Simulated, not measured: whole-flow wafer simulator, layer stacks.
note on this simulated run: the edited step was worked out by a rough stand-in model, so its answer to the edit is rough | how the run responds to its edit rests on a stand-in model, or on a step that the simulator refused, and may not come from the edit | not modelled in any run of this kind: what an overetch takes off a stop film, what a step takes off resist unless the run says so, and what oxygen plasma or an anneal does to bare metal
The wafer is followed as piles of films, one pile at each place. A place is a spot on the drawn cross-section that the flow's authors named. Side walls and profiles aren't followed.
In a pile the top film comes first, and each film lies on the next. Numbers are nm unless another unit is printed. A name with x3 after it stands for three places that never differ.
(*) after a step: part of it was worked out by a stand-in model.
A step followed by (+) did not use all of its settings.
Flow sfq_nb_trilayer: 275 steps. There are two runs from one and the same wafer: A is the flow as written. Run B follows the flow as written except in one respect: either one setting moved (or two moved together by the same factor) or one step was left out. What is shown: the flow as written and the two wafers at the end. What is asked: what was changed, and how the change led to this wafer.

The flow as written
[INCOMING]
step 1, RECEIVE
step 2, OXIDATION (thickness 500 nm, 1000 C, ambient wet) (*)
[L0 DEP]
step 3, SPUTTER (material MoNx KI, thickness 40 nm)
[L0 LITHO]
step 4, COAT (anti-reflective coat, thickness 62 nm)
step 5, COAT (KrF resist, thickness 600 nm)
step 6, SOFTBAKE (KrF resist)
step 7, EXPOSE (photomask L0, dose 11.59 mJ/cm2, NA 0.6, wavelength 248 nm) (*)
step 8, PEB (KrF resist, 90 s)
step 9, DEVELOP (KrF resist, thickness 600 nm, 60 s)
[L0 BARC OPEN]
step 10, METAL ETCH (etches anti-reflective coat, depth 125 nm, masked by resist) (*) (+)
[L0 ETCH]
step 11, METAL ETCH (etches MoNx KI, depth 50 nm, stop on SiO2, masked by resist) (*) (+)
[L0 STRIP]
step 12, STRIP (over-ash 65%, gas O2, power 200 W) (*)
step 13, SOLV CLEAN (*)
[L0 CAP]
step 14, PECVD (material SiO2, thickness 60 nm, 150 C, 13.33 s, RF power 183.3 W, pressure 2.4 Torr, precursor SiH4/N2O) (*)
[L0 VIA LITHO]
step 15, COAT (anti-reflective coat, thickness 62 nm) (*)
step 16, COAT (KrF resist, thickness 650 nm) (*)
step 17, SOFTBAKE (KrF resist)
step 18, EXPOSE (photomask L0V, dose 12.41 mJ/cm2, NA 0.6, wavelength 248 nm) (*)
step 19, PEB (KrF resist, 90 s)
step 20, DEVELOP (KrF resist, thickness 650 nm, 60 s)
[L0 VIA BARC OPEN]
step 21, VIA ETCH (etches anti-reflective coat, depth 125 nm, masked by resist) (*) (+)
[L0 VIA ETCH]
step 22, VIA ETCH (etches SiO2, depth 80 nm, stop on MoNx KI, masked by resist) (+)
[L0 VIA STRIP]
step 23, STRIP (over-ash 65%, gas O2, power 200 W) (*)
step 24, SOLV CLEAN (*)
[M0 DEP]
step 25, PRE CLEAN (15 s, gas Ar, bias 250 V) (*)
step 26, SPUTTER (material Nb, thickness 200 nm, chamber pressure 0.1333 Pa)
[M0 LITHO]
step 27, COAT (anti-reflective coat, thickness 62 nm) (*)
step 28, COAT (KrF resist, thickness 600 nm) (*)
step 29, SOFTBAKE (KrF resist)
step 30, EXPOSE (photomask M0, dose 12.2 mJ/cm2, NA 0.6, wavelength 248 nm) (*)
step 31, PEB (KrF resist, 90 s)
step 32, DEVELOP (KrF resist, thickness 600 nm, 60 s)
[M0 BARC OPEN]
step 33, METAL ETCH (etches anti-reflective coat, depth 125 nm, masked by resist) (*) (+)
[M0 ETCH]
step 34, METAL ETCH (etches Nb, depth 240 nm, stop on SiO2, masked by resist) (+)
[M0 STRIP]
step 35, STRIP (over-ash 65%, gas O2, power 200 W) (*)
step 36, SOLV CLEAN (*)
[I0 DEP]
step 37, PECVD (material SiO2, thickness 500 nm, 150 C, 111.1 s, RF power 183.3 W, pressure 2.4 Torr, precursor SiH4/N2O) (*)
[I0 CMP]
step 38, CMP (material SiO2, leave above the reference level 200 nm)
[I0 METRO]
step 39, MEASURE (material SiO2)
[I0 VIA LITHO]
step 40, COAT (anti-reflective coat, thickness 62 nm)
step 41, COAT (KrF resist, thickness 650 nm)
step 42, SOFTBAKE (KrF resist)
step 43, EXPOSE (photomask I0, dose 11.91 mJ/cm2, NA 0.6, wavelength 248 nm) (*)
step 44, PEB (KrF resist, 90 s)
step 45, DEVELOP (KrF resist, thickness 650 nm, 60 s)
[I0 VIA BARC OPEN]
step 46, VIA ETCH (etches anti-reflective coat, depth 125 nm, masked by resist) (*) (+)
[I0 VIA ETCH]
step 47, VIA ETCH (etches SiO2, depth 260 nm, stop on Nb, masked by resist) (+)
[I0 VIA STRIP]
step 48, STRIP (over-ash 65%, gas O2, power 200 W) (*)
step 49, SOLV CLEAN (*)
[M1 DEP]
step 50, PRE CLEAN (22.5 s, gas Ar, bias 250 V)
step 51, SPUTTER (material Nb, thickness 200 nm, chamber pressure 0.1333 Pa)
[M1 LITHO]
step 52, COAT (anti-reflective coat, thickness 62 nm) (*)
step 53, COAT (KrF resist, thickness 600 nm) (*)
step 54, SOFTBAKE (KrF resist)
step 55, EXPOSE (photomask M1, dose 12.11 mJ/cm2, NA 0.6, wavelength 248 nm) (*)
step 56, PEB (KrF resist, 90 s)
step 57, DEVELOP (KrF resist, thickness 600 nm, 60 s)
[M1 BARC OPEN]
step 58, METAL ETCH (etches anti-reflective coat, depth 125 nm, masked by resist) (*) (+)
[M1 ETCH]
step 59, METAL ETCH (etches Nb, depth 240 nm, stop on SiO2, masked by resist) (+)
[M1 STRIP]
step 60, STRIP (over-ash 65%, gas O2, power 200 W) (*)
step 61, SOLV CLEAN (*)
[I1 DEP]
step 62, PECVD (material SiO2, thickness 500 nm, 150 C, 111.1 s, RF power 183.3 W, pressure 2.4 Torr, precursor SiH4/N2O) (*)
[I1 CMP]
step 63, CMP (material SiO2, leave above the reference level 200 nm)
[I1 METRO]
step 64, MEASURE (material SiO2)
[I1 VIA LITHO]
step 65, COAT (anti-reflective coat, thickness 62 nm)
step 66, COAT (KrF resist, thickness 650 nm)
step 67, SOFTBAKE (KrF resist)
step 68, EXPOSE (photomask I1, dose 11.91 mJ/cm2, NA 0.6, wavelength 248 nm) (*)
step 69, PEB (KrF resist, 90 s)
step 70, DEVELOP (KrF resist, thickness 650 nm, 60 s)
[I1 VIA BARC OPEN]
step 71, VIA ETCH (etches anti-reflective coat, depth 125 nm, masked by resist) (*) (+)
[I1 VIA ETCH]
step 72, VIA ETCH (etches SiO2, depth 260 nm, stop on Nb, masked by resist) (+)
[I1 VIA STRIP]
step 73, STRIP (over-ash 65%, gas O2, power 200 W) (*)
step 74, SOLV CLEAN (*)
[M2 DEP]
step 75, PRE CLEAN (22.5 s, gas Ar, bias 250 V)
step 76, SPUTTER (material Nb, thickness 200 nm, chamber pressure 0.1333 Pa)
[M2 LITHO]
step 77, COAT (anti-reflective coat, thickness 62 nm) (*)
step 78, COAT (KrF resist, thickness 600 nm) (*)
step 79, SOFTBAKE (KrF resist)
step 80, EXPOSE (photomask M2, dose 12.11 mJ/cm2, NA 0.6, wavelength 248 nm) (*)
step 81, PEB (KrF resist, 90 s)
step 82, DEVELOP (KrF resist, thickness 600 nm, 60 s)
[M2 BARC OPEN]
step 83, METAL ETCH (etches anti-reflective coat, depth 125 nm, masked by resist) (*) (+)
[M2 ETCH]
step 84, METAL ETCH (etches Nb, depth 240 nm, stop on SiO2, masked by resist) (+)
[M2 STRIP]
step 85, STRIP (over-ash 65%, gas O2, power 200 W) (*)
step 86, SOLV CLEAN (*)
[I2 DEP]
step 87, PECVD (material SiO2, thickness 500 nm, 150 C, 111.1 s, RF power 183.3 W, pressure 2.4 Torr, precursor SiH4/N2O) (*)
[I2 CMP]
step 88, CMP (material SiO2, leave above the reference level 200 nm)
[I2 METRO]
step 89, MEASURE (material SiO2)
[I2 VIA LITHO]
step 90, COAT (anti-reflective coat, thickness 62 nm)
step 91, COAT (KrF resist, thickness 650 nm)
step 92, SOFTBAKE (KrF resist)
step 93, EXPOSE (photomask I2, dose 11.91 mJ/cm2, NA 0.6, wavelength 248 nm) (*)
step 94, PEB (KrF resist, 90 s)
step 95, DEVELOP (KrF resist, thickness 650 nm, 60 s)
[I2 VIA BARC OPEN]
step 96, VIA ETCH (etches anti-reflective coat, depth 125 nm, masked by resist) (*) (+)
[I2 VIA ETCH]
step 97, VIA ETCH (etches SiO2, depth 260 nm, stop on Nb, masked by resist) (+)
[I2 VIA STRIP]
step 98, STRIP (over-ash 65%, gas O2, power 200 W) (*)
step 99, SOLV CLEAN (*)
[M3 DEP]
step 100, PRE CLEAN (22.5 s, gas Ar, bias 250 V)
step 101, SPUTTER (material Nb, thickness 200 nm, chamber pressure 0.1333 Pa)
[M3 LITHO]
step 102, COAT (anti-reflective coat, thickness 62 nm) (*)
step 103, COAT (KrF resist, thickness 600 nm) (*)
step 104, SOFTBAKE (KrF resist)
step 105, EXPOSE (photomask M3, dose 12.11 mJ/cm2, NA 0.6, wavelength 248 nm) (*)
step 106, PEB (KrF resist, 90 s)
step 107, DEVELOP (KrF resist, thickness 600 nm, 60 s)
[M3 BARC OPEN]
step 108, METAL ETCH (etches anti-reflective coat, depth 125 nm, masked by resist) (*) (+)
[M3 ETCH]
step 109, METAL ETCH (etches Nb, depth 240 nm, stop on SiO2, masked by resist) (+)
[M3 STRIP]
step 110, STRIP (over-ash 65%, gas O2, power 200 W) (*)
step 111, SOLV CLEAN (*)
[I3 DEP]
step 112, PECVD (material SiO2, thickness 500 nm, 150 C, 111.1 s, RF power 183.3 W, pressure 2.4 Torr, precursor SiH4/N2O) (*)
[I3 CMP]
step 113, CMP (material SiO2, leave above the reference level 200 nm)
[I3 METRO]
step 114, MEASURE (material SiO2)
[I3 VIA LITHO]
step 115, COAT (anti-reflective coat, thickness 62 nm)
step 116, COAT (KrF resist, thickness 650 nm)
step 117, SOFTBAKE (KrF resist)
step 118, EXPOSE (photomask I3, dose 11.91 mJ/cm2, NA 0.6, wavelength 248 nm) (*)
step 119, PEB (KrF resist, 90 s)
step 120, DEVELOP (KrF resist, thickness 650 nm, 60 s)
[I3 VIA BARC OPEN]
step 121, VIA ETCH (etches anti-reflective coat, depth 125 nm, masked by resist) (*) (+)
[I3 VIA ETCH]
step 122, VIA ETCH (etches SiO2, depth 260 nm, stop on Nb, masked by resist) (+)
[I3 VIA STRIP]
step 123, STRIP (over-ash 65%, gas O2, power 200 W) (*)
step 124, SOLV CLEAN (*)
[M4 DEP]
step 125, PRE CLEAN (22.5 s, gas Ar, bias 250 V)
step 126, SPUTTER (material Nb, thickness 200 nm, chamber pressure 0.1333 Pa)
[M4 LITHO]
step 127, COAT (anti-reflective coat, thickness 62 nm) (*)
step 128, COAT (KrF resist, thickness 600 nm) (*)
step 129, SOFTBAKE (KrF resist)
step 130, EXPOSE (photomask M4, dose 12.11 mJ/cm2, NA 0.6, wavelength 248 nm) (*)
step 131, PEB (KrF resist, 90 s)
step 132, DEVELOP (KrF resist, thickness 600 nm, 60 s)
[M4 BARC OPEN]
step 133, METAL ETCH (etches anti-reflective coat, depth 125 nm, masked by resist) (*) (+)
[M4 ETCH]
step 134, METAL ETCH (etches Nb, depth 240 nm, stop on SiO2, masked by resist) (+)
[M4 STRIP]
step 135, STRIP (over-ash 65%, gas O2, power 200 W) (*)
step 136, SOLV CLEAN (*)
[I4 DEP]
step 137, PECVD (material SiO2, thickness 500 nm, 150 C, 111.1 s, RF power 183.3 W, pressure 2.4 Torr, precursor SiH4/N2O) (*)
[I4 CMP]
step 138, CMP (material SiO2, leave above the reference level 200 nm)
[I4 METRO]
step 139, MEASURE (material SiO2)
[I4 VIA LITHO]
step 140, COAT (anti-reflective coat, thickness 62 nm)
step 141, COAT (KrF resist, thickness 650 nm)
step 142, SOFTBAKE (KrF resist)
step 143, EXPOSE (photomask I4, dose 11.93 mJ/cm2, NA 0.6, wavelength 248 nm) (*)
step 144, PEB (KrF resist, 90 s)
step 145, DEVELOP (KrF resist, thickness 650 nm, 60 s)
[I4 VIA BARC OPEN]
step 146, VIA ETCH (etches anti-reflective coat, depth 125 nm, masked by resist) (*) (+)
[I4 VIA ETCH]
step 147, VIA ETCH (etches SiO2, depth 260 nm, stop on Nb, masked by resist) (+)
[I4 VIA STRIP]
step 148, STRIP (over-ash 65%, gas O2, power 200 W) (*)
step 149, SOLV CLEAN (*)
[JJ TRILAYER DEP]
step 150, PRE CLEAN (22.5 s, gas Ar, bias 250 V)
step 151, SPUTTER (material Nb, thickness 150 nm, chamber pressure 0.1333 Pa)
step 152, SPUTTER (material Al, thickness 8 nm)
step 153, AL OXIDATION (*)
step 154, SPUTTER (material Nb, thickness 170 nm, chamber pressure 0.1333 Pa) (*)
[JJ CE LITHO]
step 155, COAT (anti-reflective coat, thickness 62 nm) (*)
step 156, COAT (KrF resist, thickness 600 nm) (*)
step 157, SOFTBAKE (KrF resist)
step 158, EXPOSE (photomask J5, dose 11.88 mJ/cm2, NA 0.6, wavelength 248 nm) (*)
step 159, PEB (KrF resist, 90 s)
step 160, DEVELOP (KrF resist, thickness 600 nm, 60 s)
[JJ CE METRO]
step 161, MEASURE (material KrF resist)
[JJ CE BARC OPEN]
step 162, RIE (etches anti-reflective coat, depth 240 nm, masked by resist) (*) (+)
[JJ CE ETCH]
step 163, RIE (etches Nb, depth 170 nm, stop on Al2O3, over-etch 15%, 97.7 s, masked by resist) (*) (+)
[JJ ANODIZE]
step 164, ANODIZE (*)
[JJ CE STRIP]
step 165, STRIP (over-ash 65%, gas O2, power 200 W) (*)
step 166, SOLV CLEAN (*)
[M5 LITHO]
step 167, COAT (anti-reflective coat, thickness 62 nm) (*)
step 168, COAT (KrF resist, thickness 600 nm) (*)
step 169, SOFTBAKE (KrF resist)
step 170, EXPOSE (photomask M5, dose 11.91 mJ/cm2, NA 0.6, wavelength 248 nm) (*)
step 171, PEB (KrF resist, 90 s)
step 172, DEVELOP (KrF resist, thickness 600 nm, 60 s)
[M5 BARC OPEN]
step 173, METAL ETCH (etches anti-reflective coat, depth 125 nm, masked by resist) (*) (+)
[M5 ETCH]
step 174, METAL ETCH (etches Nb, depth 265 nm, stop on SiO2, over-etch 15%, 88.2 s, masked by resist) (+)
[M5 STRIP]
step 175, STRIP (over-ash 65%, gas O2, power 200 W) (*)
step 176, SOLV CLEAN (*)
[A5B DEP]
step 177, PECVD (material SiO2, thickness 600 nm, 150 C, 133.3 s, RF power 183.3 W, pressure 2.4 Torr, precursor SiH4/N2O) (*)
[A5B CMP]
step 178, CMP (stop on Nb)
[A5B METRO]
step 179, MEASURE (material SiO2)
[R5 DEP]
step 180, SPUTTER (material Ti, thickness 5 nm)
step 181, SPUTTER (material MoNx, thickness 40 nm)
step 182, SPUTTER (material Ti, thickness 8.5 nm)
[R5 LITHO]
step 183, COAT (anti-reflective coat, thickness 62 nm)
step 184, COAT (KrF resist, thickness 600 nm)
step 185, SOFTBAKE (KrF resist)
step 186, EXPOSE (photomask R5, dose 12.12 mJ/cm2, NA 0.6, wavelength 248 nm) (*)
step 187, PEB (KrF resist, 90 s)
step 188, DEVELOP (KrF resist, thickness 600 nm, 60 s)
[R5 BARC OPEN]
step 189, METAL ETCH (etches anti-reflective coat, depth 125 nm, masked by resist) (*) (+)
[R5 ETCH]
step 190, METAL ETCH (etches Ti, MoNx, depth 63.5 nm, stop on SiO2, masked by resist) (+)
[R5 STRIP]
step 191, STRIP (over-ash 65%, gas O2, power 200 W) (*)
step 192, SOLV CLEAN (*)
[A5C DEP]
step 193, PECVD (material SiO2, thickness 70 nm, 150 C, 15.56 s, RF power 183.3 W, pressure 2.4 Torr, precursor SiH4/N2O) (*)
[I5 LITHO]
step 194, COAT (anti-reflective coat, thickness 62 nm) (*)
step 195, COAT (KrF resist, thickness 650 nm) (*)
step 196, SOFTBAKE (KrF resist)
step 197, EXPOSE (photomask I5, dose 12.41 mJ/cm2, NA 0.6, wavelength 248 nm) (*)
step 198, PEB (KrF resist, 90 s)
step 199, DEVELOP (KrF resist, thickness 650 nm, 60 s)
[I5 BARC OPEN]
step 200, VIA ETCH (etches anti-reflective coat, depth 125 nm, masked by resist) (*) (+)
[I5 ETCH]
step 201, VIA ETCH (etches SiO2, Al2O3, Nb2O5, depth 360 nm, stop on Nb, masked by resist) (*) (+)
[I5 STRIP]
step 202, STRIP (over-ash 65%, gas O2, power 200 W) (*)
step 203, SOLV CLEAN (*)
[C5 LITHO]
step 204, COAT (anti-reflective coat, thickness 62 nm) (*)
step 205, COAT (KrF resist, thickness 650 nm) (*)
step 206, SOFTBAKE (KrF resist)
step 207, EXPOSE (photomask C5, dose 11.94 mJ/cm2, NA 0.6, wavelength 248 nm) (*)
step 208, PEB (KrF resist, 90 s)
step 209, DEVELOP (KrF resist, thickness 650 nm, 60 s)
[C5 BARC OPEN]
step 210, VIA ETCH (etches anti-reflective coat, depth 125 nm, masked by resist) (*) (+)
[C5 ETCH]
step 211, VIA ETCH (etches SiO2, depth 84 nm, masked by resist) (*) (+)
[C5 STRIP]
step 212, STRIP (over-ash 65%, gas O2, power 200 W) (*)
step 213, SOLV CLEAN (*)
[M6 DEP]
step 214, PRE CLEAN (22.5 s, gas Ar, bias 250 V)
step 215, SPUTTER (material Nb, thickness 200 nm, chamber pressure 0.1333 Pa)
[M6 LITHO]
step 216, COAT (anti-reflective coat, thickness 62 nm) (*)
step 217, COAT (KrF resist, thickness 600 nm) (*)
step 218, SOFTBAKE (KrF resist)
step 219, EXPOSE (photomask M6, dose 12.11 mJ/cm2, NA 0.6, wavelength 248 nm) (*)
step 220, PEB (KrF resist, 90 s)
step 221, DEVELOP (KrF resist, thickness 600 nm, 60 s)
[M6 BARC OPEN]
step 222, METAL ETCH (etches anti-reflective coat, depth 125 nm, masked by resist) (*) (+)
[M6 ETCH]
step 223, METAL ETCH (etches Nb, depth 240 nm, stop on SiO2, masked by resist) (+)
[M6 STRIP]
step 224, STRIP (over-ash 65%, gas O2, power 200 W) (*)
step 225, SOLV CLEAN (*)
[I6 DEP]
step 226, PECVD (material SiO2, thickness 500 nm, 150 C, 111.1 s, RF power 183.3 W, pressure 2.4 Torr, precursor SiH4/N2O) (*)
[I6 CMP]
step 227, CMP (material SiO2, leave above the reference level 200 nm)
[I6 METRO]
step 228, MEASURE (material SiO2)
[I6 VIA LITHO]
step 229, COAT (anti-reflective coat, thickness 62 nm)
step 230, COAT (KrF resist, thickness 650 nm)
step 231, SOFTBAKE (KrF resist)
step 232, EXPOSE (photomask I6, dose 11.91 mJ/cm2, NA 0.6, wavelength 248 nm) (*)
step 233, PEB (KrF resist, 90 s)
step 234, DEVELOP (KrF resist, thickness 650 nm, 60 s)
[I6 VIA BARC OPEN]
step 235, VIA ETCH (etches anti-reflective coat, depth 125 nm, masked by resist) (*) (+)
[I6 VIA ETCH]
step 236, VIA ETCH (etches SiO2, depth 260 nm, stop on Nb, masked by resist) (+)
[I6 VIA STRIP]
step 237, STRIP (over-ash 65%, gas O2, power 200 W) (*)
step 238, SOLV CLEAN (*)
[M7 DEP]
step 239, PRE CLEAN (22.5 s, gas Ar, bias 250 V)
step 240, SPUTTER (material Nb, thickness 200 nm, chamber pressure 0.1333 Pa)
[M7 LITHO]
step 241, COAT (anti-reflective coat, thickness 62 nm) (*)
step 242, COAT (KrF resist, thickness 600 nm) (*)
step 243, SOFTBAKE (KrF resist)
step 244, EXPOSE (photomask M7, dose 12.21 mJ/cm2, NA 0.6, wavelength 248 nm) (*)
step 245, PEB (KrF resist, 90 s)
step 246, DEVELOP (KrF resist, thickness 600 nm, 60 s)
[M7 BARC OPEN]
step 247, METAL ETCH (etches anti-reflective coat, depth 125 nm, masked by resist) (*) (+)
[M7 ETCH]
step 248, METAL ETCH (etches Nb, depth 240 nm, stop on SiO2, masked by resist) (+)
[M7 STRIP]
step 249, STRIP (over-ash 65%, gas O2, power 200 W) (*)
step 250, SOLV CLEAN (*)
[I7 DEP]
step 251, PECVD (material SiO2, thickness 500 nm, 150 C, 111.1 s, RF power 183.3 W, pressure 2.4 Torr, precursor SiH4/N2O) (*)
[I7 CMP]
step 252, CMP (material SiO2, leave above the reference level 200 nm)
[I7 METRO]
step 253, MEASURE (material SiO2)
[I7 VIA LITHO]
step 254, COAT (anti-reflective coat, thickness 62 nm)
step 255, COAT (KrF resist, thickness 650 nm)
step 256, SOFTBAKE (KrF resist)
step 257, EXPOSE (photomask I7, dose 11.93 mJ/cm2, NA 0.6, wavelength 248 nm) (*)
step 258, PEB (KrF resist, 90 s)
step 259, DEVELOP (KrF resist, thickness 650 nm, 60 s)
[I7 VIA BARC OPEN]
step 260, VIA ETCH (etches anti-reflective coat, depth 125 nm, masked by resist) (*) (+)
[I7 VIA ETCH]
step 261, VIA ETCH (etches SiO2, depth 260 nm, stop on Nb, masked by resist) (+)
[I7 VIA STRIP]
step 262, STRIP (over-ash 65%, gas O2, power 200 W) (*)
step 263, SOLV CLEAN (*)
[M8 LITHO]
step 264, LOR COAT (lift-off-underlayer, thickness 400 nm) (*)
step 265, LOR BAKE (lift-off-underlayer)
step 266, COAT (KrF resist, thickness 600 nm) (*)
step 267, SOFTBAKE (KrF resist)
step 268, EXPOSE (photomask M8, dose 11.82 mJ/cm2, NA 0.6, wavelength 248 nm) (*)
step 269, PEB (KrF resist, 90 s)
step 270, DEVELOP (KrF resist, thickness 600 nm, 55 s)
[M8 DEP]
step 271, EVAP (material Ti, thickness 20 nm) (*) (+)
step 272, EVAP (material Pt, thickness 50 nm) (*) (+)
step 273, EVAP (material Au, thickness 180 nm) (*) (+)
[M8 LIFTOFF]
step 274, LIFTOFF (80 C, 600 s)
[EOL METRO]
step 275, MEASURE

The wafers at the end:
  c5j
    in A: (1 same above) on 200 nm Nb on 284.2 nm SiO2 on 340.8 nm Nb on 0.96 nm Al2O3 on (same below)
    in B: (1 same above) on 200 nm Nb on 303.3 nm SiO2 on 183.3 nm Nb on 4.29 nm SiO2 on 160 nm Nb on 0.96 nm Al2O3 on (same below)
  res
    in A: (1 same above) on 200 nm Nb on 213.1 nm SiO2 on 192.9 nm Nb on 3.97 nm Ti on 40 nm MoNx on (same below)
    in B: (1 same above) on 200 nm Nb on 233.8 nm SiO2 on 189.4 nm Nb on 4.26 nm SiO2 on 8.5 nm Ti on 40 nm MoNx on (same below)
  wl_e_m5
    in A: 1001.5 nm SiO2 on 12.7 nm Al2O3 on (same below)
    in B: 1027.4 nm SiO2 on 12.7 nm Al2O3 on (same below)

Cause: step 193, PECVD: thickness 95.9 nm was run, though the flow has thickness 70 nm; step 193, PECVD: 21.31 s was run, where the flow has 15.56 s.

Step by step, how the change led to this:
  step 193, PECVD (material SiO2, thickness 70 nm, 150 C, 15.56 s, RF power 183.3 W, pressure 2.4 Torr, precursor SiH4/N2O) (*)
      field_l, v_sur, via_wl and 92 more: A SiO2 gains 70 | B SiO2 gains 95.9
      ce_l, c5j, ce_r and 8 more: A SiO2 gains 70 (new film) | B SiO2 gains 95.9 (new film)
  step 201, VIA ETCH (etches SiO2, Al2O3, Nb2O5, depth 360 nm, stop on Nb, masked by resist) (*) (+)
      be: A SiO2 loses 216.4 (all of it), Al2O3 loses 12.7 (all of it), Nb2O5 loses 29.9 (all of it) | B SiO2 loses 242.3 (all of it), Al2O3 loses 12.7 (all of it), Nb2O5 loses 29.9 (all of it)
  step 204, COAT (anti-reflective coat, thickness 62 nm) (*)
      be: A anti-reflective coat gains 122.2 (new film) | B anti-reflective coat gains 125.9 (new film)
      be_sur: A anti-reflective coat gains 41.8 (new film) | B anti-reflective coat gains 40.5 (new film)
  step 205, COAT (KrF resist, thickness 650 nm) (*)
      be: A KrF resist gains 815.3 (new film) | B KrF resist gains 833.8 (new film)
  step 211, VIA ETCH (etches SiO2, depth 84 nm, masked by resist) (*) (+)
      c5j: A SiO2 loses 69.9 (all of it), Nb loses 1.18 | B SiO2 loses 84
      res: A SiO2 loses 69.9 (all of it) | B SiO2 loses 84
  step 212, STRIP (over-ash 65%, gas O2, power 200 W) (*)
      be: A KrF resist loses 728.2 (all of it), anti-reflective coat loses 122.2 (all of it) | B KrF resist loses 746.7 (all of it), anti-reflective coat loses 125.9 (all of it)
      be_sur: A KrF resist loses 559.6 (all of it), anti-reflective coat loses 41.8 (all of it) | B KrF resist loses 558.4 (all of it), anti-reflective coat loses 40.5 (all of it)
  step 214, PRE CLEAN (22.5 s, gas Ar, bias 250 V)
      c5j: A Nb loses 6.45 | B SiO2 loses 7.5
      res: A Ti loses 4.53 | B SiO2 loses 7.5
  step 215, SPUTTER (material Nb, thickness 200 nm, chamber pressure 0.1333 Pa)
      c5j: A Nb gains 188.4 | B Nb gains 183.3 (new film)
      be: A Nb gains 147.3 | B Nb gains 141.6
  step 216, COAT (anti-reflective coat, thickness 62 nm) (*)
      be: A anti-reflective coat gains 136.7 (new film) | B anti-reflective coat gains 141.1 (new film)
      be_sur: A anti-reflective coat gains 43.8 (new film) | B anti-reflective coat gains 42.5 (new film)
      (as well as at 5 more places)
  step 217, COAT (KrF resist, thickness 600 nm) (*)
      be: A KrF resist gains 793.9 (new film) | B KrF resist gains 823.2 (new film)
  step 224, STRIP (over-ash 65%, gas O2, power 200 W) (*)
      be: A KrF resist loses 575.8 (all of it), anti-reflective coat loses 136.7 (all of it) | B KrF resist loses 605 (all of it), anti-reflective coat loses 141.1 (all of it)
      be_sur: A KrF resist loses 371.2 (all of it), anti-reflective coat loses 43.8 (all of it) | B KrF resist loses 373.5 (all of it), anti-reflective coat loses 42.5 (all of it)
      (as well as at 5 more places)
  step 226, PECVD (material SiO2, thickness 500 nm, 150 C, 111.1 s, RF power 183.3 W, pressure 2.4 Torr, precursor SiH4/N2O) (*)
      be: A SiO2 gains 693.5 (new film) | B SiO2 gains 725.2 (new film)
      c5j: A SiO2 gains 514.7 (new film) | B SiO2 gains 533.8 (new film)
  step 227, CMP (material SiO2, leave above the reference level 200 nm)
      res: A SiO2 loses 279.4 | B SiO2 loses 258.7
If metal films that touch count as one body, c5j has 5 bodies (between them, from the top down: SiO2 303.3; SiO2 4.29; Al2O3 0.96; SiO2 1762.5); the flow as written gives 4 bodies (between them, from the top down: SiO2 284.2; Al2O3 0.96; SiO2 1762.5).
If metal films that touch count as one body, res has 4 bodies (between them, from the top down: SiO2 233.8; SiO2 4.26; SiO2 2090.9); the flow as written gives 3 bodies (between them, from the top down: SiO2 213.1; SiO2 2090.9).
